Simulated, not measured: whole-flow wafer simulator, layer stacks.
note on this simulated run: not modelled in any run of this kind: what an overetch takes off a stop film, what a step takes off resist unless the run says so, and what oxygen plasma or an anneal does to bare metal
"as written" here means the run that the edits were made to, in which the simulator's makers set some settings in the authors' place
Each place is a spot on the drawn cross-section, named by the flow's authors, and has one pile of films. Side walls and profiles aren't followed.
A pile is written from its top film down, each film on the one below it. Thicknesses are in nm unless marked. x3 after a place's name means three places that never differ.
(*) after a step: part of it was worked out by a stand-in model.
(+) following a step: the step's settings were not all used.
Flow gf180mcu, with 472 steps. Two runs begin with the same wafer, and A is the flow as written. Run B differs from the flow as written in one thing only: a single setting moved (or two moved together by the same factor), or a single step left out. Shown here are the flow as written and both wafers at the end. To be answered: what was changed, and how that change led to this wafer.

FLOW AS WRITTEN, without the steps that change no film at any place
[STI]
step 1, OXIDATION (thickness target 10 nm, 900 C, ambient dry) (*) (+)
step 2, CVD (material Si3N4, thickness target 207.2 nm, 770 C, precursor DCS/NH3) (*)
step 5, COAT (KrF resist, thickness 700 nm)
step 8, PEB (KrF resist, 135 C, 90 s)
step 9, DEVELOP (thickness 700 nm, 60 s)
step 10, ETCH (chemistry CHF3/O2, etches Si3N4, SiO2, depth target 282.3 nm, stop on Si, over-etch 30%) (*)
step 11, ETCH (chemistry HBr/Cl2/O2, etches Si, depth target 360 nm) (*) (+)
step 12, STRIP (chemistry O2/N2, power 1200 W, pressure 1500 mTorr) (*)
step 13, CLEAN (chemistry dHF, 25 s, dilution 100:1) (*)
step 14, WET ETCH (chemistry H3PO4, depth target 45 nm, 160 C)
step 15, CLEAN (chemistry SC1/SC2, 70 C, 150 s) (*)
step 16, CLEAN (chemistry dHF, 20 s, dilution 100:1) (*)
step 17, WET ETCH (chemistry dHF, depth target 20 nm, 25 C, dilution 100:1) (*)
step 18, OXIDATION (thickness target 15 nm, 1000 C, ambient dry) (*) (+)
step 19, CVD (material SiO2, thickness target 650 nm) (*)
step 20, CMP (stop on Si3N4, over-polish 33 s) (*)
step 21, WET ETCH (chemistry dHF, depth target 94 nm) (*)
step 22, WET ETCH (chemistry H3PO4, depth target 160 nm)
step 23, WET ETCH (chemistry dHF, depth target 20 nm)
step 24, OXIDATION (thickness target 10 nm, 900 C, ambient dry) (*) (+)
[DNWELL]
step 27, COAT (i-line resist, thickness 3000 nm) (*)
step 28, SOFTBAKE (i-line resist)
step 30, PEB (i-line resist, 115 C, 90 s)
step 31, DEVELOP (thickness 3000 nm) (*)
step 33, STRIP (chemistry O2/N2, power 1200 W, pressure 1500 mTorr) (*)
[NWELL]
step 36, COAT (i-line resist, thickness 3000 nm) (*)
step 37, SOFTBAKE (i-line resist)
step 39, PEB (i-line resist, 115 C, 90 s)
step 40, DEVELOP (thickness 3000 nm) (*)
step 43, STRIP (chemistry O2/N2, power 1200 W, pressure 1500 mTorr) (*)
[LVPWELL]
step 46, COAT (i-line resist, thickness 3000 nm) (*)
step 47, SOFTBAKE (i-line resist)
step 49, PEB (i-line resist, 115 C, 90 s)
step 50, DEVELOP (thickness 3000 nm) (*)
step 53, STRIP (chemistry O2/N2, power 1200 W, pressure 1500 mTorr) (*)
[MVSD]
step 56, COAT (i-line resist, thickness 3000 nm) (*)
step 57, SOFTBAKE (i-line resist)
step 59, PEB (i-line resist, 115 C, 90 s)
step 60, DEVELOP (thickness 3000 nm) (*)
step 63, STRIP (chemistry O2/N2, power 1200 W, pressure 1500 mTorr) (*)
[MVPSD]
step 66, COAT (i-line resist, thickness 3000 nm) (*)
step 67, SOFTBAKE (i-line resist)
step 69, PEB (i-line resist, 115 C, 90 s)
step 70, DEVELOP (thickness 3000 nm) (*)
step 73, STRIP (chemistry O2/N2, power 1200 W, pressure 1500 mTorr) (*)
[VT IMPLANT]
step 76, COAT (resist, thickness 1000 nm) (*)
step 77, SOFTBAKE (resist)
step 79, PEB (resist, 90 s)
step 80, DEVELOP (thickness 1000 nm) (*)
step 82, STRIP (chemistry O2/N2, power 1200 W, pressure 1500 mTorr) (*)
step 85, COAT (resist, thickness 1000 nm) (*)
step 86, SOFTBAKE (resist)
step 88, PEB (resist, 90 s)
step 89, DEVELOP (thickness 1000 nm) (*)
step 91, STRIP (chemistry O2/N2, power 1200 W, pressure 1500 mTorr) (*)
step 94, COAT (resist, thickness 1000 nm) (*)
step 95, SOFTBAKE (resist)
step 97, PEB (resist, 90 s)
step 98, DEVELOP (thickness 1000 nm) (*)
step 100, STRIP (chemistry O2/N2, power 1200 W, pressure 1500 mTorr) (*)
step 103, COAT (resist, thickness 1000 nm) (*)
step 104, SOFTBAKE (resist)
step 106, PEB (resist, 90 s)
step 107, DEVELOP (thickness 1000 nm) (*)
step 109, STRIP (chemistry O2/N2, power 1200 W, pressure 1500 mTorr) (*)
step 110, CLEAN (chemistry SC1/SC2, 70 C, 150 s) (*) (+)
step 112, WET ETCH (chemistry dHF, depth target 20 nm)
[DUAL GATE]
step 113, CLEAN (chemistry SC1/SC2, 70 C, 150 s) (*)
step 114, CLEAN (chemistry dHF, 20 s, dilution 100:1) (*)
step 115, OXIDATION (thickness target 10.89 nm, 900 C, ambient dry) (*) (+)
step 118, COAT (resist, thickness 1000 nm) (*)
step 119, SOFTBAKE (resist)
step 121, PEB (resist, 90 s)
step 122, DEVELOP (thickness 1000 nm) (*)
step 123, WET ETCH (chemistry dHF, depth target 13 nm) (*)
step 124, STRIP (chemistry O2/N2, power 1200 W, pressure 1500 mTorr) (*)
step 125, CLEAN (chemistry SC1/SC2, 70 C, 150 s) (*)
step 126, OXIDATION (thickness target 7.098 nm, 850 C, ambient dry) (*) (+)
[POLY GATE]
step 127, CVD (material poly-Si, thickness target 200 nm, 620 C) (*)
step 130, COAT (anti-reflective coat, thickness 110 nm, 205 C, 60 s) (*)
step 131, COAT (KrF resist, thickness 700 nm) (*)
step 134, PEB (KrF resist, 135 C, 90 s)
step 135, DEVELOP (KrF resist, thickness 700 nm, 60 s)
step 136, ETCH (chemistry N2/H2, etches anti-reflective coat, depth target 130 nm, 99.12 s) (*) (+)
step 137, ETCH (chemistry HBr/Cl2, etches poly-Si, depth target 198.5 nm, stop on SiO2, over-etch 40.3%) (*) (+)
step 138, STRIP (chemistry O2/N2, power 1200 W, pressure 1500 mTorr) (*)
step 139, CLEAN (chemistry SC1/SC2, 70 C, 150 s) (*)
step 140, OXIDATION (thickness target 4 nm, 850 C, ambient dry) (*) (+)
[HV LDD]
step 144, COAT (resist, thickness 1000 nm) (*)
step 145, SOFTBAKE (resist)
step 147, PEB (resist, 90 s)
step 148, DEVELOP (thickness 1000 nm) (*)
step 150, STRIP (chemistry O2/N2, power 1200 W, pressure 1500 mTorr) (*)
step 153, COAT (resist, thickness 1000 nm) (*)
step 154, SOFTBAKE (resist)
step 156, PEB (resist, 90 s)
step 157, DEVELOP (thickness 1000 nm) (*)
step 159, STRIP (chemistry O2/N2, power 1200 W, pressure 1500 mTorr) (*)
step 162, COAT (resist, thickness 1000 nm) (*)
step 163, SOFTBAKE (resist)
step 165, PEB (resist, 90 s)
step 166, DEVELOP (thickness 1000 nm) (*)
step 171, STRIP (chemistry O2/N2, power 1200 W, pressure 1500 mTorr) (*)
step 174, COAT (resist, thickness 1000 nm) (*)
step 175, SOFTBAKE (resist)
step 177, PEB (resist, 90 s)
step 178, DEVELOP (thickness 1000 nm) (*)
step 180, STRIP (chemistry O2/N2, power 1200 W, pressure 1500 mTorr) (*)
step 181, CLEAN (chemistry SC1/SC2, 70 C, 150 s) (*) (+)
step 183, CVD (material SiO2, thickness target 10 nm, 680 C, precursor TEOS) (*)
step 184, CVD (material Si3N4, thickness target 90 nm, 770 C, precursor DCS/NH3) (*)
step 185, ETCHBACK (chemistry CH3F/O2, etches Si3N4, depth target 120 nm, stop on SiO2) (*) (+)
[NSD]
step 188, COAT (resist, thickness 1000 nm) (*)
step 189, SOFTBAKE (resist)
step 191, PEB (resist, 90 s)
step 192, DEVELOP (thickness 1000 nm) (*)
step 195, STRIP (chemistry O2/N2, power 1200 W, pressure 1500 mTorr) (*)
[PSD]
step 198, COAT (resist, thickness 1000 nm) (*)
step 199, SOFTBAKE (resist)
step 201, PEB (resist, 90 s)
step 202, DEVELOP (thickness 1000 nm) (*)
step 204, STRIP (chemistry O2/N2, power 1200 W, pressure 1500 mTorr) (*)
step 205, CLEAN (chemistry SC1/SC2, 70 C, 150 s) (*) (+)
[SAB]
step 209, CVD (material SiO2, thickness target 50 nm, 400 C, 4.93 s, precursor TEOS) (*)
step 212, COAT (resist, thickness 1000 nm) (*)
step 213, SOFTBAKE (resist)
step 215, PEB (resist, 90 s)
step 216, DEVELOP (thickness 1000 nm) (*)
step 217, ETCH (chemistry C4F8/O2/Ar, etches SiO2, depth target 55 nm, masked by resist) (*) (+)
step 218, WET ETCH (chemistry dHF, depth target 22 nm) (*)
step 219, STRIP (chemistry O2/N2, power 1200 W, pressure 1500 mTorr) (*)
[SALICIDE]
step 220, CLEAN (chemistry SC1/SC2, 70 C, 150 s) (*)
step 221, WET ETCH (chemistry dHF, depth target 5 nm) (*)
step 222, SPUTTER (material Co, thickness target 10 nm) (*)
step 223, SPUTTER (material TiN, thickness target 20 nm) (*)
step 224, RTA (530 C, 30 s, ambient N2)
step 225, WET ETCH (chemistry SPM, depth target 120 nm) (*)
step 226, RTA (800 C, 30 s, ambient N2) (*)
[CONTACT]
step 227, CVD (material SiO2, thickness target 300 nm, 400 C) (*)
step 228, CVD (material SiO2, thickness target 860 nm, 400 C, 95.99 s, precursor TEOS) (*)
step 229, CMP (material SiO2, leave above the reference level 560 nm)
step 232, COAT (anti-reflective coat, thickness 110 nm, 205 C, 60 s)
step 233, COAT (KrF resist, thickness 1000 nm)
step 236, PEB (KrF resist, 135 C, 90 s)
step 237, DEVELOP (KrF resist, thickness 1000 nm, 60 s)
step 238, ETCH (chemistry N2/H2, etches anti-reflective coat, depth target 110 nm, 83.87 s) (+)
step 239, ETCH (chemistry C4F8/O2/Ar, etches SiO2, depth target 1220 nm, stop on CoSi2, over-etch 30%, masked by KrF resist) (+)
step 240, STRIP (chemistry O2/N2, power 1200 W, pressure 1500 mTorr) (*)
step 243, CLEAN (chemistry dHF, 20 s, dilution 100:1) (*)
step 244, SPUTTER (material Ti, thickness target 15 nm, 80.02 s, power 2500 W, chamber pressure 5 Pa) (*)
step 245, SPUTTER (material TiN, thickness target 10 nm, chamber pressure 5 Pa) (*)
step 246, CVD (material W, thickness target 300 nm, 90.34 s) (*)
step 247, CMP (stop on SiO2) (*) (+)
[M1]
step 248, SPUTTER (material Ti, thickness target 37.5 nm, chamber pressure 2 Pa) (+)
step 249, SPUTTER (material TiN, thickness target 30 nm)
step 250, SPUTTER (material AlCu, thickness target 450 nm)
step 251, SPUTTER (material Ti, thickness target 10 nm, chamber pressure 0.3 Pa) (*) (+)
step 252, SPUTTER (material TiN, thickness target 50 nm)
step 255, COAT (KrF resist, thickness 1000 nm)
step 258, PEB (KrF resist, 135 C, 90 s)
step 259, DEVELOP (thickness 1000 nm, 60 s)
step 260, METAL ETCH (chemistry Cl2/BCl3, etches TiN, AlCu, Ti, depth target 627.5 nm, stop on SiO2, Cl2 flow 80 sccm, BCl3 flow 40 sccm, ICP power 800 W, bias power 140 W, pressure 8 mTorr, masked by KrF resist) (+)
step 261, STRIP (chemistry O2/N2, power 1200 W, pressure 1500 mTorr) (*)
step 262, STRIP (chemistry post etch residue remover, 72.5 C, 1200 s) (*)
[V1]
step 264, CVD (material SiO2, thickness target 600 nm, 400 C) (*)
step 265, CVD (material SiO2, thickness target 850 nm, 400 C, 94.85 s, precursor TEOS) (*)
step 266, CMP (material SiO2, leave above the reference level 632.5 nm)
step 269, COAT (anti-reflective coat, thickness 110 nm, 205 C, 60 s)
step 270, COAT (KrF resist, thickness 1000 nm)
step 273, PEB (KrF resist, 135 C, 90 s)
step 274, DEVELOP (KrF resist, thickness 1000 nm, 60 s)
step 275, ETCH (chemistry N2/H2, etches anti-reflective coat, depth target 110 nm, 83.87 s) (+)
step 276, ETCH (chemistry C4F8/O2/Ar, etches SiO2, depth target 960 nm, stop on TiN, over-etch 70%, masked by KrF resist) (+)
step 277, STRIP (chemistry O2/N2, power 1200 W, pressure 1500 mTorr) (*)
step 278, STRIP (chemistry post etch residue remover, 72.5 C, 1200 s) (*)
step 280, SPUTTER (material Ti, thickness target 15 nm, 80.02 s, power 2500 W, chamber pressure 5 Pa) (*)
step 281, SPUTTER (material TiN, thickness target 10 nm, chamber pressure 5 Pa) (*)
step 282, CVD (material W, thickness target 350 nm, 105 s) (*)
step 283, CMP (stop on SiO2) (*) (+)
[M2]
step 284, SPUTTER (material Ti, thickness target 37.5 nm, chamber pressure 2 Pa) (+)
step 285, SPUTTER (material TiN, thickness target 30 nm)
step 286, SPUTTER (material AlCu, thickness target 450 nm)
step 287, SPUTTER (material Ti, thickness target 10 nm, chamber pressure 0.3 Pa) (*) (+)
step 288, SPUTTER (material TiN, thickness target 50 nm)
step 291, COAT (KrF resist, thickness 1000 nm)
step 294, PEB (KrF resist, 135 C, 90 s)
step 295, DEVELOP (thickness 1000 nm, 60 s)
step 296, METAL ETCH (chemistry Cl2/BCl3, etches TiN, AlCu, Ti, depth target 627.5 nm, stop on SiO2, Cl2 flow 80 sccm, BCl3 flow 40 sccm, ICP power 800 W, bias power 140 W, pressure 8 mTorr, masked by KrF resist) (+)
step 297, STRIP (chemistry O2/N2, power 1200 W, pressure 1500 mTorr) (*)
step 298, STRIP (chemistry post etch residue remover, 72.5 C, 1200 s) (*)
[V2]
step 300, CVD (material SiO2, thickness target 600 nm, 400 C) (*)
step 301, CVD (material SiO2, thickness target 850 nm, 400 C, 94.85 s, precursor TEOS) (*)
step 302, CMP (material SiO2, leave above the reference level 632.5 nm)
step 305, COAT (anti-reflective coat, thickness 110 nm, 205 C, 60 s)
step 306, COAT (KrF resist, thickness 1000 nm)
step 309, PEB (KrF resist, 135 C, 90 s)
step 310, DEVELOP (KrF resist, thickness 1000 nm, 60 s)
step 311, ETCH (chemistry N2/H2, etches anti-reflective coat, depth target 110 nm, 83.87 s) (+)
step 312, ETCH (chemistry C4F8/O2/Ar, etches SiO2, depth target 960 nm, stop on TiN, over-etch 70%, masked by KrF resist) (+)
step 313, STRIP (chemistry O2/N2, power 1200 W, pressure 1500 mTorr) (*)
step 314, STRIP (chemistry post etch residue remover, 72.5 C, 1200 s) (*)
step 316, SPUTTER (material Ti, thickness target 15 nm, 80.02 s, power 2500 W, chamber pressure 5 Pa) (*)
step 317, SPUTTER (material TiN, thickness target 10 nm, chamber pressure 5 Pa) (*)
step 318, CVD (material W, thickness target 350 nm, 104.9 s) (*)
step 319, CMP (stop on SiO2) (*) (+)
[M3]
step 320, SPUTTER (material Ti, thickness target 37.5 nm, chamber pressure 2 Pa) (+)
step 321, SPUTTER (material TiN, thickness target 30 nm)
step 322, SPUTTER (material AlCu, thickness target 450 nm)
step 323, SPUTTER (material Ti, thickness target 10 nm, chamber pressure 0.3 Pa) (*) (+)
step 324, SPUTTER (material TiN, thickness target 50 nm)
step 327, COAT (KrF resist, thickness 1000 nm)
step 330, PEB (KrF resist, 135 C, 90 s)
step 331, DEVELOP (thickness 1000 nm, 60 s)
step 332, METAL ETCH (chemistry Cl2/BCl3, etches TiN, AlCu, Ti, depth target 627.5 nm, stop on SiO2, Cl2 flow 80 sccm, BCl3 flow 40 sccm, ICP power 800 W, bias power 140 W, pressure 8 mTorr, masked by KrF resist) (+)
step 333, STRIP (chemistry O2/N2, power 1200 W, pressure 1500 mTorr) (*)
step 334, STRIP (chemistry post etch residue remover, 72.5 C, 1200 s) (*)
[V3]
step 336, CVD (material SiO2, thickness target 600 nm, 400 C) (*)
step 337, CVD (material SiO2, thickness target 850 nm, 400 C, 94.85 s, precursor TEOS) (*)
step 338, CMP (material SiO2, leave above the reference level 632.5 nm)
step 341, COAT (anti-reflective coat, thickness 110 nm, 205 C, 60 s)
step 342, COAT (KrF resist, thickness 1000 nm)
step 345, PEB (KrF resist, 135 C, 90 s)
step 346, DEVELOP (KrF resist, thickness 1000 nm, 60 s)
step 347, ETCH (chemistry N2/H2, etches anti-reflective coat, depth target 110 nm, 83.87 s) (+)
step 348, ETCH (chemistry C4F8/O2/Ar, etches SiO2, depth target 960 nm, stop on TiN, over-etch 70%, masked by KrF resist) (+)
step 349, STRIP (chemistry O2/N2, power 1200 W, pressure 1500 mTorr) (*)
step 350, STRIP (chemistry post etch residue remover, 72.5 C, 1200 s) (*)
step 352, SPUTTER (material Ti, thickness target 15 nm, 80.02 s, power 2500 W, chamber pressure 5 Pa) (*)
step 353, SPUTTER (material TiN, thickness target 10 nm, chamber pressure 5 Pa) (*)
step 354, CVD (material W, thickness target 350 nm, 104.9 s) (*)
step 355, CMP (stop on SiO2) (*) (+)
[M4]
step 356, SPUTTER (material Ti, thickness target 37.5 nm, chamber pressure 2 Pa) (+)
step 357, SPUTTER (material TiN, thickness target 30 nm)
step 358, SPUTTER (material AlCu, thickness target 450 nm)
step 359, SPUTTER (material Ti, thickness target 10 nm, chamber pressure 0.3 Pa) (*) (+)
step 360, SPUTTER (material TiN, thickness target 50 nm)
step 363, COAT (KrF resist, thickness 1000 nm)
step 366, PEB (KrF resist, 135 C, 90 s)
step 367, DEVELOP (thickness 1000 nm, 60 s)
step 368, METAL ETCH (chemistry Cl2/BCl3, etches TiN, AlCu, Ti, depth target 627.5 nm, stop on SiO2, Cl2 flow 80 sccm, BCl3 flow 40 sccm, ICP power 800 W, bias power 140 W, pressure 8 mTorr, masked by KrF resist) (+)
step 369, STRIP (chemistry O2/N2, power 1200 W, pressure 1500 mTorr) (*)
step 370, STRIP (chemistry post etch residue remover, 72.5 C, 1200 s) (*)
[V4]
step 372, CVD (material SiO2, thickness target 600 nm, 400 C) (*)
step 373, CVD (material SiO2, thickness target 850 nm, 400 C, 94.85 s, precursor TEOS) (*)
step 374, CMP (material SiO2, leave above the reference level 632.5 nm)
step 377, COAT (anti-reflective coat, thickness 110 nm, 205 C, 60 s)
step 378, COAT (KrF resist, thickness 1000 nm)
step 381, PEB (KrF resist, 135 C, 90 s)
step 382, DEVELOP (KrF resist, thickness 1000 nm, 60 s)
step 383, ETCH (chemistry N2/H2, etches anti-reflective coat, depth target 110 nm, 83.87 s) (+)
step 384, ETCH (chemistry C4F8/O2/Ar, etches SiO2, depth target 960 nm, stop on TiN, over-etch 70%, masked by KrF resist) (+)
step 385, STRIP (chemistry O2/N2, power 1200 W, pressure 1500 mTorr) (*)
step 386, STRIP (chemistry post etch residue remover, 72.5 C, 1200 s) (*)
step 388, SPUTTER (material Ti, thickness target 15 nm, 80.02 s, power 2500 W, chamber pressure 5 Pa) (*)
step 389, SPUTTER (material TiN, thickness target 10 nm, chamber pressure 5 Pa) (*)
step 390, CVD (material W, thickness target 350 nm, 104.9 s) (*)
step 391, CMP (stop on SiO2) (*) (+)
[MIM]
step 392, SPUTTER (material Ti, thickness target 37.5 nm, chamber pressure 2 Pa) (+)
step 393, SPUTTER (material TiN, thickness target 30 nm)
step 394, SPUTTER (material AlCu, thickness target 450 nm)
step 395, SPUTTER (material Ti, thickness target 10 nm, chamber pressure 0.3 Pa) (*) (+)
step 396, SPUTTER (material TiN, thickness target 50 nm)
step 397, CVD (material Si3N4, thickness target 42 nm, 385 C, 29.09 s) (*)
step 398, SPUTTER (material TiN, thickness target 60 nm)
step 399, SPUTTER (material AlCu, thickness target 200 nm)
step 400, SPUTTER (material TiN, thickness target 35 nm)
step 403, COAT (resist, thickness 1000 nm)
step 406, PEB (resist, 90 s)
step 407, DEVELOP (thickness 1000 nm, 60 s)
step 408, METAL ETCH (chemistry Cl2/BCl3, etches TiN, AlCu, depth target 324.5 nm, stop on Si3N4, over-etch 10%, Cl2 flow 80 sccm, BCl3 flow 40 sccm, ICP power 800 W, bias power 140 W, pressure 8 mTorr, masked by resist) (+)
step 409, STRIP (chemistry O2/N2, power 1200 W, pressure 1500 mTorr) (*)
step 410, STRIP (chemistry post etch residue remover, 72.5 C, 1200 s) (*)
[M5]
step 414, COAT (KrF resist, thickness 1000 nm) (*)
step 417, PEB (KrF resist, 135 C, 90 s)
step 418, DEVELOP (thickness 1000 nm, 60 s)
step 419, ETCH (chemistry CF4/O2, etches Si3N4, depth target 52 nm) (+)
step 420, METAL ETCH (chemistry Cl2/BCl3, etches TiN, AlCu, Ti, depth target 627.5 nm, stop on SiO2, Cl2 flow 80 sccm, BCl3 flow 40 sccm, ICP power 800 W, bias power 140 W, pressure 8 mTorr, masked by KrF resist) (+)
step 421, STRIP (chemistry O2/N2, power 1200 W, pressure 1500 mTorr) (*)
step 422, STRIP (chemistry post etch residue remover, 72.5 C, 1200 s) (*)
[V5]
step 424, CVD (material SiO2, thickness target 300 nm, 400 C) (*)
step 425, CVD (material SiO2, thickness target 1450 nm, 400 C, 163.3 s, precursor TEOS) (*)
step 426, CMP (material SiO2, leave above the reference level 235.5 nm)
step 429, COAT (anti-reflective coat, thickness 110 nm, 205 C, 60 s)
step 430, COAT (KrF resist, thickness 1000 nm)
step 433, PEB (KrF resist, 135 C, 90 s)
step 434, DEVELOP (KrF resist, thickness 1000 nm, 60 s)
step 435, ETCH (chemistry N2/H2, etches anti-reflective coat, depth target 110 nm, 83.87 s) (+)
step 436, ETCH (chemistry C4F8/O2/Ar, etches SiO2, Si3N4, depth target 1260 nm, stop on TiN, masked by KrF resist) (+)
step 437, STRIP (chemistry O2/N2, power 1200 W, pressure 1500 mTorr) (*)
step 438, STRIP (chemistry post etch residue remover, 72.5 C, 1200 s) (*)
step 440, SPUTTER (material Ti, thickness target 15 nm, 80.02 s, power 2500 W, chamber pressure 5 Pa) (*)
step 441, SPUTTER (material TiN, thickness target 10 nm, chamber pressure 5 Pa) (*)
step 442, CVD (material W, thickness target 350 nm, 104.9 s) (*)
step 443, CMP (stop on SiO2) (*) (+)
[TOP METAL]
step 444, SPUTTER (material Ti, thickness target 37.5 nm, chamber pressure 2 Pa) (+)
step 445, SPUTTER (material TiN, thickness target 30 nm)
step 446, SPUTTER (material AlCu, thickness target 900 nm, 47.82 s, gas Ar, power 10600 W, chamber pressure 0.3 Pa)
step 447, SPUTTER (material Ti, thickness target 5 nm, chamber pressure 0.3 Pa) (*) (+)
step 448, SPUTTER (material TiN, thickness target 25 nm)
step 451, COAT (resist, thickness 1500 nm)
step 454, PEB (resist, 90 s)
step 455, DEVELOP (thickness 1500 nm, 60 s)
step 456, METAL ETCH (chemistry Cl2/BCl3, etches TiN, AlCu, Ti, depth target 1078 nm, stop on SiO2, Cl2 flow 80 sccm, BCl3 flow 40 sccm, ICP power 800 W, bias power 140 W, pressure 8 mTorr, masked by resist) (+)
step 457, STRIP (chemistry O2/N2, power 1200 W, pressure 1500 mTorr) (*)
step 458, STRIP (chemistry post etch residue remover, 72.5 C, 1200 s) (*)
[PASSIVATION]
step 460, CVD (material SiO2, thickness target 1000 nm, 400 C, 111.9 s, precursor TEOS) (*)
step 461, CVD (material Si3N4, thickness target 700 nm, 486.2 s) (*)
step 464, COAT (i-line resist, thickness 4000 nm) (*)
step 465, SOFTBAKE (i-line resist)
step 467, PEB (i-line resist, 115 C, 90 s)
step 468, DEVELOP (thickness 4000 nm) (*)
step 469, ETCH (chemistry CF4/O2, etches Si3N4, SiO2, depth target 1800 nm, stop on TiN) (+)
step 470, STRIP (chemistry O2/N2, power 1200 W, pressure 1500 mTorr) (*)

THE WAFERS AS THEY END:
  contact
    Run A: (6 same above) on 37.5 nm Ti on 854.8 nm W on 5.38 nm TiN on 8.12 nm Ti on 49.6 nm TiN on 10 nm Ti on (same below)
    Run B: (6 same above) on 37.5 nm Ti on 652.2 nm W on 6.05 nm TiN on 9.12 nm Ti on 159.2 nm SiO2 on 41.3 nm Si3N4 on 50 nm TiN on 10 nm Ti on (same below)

The reason: step 436, ETCH: depth target 670.3 nm was run, while the flow as written has depth target 1260 nm.

The path from the change to this, step by step:
  step 436, ETCH (chemistry C4F8/O2/Ar, etches SiO2, Si3N4, depth target 1260 nm, stop on TiN, masked by KrF resist) (+)
      contact: A SiO2 loses 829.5 (all of it), Si3N4 loses 41.3 (all of it) | B SiO2 loses 670.3
      field, field__w1, field__w2 and 108 more: A KrF resist loses 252 | B KrF resist loses 134.1
  step 437, STRIP (chemistry O2/N2, power 1200 W, pressure 1500 mTorr) (*)
      field, field__w1, field__w2 and 108 more: A KrF resist loses 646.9 (all of it), anti-reflective coat loses 110 (all of it) | B KrF resist loses 764.9 (all of it), anti-reflective coat loses 110 (all of it)
  step 440, SPUTTER (material Ti, thickness target 15 nm, 80.02 s, power 2500 W, chamber pressure 5 Pa) (*)
      contact: A Ti gains 8.12 (new film) | B Ti gains 9.12 (new film)
  step 441, SPUTTER (material TiN, thickness target 10 nm, chamber pressure 5 Pa) (*)
      contact: A TiN gains 5.38 (new film) | B TiN gains 6.05 (new film)
  step 442, CVD (material W, thickness target 350 nm, 104.9 s) (*)
      contact: A W gains 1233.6 (new film) | B W gains 1031 (new film)
With metal films that touch counted as one body, contact has 2 bodies (between them, from the top down: SiO2 159.2 / Si3N4 41.3); the flow as written gives 1 body.
